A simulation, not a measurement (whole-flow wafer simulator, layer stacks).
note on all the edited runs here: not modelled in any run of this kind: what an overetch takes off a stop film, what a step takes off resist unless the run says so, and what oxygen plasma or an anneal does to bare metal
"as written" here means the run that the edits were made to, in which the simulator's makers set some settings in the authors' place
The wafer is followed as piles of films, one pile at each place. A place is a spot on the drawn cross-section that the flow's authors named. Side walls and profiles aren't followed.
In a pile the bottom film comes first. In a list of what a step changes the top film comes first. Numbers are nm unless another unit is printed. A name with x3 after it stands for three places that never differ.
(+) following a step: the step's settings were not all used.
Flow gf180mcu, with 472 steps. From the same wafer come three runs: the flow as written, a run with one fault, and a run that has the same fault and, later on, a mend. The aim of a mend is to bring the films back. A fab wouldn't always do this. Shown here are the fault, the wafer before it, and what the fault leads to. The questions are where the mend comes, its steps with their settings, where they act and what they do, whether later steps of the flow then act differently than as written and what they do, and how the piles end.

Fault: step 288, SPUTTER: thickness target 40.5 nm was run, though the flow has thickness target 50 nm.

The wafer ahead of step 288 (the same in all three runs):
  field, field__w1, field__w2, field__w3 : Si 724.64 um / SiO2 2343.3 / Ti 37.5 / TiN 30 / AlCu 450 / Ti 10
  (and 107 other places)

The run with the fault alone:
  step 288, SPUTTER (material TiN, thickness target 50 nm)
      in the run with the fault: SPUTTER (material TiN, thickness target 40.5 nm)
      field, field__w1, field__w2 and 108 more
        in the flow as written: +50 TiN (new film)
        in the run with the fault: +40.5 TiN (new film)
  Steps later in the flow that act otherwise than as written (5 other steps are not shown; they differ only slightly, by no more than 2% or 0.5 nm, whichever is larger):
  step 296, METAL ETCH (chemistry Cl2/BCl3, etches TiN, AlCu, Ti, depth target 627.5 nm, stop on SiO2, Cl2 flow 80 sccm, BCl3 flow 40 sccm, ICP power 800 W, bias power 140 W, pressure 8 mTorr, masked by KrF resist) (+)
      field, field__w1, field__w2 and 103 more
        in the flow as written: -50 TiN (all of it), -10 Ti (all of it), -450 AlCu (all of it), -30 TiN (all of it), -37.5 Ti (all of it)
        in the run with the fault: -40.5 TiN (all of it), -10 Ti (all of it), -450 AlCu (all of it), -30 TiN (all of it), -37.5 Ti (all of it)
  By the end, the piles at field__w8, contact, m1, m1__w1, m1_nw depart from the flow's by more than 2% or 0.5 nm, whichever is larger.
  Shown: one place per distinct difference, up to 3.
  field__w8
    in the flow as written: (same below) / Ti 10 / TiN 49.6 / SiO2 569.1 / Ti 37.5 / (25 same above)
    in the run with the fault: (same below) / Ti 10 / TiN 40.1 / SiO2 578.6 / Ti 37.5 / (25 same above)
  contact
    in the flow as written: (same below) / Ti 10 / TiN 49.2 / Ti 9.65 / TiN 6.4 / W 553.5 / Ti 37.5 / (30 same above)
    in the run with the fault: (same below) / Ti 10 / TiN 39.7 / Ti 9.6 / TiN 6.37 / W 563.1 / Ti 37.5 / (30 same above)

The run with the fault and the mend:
  After step 288 comes the mend.
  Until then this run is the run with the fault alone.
  step 288a, SPUTTER (material TiN, thickness target 9.5 nm) (a further turn of the flow's step 288, with different settings)
      field, field__w1, field__w2 and 108 more
        +9.5 TiN
  Every later step of the flow that is run acts as written at every place that is followed.
  At every place that both follow, the piles at the end match the flow's.
